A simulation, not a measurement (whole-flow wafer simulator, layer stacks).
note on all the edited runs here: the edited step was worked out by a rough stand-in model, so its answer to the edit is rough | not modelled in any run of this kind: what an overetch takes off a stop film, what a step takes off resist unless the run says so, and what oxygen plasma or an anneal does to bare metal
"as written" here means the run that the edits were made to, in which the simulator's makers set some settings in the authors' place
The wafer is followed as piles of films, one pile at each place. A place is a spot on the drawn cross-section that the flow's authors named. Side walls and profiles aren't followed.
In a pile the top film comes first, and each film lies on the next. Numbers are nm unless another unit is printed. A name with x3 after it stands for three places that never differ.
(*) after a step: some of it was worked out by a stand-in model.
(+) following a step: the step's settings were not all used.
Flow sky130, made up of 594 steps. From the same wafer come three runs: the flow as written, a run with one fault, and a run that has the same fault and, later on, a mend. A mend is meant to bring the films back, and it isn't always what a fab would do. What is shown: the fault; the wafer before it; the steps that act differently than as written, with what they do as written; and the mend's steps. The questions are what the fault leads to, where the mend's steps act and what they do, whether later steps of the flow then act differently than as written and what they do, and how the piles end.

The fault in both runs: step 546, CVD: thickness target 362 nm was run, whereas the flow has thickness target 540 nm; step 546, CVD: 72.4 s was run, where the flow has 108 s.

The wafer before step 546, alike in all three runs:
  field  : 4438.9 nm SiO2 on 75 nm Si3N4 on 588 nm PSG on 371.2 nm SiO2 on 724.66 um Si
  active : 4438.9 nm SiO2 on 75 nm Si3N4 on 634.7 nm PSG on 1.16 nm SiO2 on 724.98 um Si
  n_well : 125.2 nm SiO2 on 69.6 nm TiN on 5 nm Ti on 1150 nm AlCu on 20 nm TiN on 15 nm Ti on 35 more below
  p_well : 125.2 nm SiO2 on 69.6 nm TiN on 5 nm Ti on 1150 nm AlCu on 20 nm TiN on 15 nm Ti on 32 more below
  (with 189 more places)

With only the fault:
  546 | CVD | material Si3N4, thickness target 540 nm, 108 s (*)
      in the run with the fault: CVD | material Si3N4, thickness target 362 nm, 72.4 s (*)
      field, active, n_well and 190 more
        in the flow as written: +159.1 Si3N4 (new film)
        in the run with the fault: +106.7 Si3N4 (new film)
  Steps further on in the flow that do not act as written (12 more steps, not shown, differ only slightly: by at most 2% or 0.5 nm, whichever is larger):
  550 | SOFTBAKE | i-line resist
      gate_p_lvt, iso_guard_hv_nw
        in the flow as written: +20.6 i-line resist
        in the run with the fault: +19 i-line resist
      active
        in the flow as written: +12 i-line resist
        in the run with the fault: +10.9 i-line resist
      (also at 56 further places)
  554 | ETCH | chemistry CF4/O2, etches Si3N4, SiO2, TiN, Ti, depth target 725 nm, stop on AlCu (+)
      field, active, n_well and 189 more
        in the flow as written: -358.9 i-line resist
        in the run with the fault: -306.5 i-line resist
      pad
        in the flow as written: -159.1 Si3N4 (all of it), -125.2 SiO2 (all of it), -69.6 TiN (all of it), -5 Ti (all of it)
        in the run with the fault: -106.7 Si3N4 (all of it), -125.2 SiO2 (all of it), -69.6 TiN (all of it), -5 Ti (all of it)
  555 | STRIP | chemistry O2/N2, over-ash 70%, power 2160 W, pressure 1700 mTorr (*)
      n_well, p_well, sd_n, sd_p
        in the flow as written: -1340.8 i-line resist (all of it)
        in the run with the fault: -1393.2 i-line resist (all of it)
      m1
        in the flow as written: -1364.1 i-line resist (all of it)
        in the run with the fault: -1414.3 i-line resist (all of it)
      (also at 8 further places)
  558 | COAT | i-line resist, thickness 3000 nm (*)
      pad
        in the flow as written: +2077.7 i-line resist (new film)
        in the run with the fault: +2025 i-line resist (new film)
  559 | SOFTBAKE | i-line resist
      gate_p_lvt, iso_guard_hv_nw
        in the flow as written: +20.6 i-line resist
        in the run with the fault: +19 i-line resist
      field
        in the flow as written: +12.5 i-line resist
        in the run with the fault: +11.3 i-line resist
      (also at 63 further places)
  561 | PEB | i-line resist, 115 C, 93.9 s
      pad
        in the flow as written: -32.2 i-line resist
        in the run with the fault: -31.3 i-line resist
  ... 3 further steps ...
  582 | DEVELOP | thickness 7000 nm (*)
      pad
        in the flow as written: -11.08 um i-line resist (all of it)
        in the run with the fault: -11.03 um i-line resist (all of it)
  The piles end different from the flow's at field, active, n_well and 189 more by more than 2% or 0.5 nm, whichever is larger.
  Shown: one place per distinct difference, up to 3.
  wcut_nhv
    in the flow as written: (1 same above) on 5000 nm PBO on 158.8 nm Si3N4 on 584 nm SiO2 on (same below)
    in the run with the fault: (1 same above) on 5000 nm PBO on 106.4 nm Si3N4 on 584 nm SiO2 on (same below)
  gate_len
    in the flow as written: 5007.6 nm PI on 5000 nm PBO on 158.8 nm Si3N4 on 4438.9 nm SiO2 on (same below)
    in the run with the fault: 5007.1 nm PI on 5000 nm PBO on 106.4 nm Si3N4 on 4438.9 nm SiO2 on (same below)
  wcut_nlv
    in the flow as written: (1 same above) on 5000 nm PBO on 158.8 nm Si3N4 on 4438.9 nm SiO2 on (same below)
    in the run with the fault: (1 same above) on 5000 nm PBO on 106.4 nm Si3N4 on 4438.9 nm SiO2 on (same below)

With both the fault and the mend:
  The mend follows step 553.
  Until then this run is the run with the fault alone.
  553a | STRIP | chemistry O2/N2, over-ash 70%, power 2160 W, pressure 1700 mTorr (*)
      gate_hv, dice_street, iso_guard and 83 more
        -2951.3 i-line resist (all of it)
      n_well, p_well, sd_n, sd_p
        -1699.7 i-line resist (all of it)
      mim_edge_plate_strap, mim_edge_plate, mim_edge_gap, mim_edge_gap_sheet
        -2961.8 i-line resist (all of it)
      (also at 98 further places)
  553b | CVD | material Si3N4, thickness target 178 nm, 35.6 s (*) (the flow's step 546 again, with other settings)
      field, active, n_well and 190 more
        +52.5 Si3N4
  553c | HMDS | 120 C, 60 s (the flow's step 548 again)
      leaves every film unchanged at each place that is followed
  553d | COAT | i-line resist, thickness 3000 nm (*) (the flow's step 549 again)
      gate_hv, dice_street, iso_guard and 83 more
        +3000 i-line resist (new film)
      n_well, p_well, sd_n, sd_p, pad
        +1726 i-line resist (new film)
      active, active_p_lvt, field_nw, iso_guard_nw
        +3005.4 i-line resist (new film)
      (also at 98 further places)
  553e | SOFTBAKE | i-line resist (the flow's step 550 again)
      drift_dnw, rpo_hd_licon
        -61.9 i-line resist
      gate_p_lvt, iso_guard_hv_nw
        +20.6 i-line resist
      field
        -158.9 i-line resist
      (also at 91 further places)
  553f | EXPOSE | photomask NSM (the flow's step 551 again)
      leaves every film unchanged at each place that is followed
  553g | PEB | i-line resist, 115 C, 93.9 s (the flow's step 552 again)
      gate_hv, dice_street, iso_guard and 92 more
        -48.7 i-line resist
      gate, spacer, sonos_cell and 15 more
        -49.2 i-line resist
      vpp_tail, sti_nw, ndiff_ln and 8 more
        -48.8 i-line resist
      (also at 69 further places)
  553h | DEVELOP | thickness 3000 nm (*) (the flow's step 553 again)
      pwell_dnw, vpp_tail, vpp_guard and 16 more
        -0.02 i-line resist
      pad
        -1699.7 i-line resist (all of it)
  Every later step of the flow that is run acts as written, at every place that is followed, to within 2% or 0.5 nm, whichever is larger.
  The piles end only slightly different from the flow's at the places that both follow, by no more than 2% or 0.5 nm, whichever is larger.
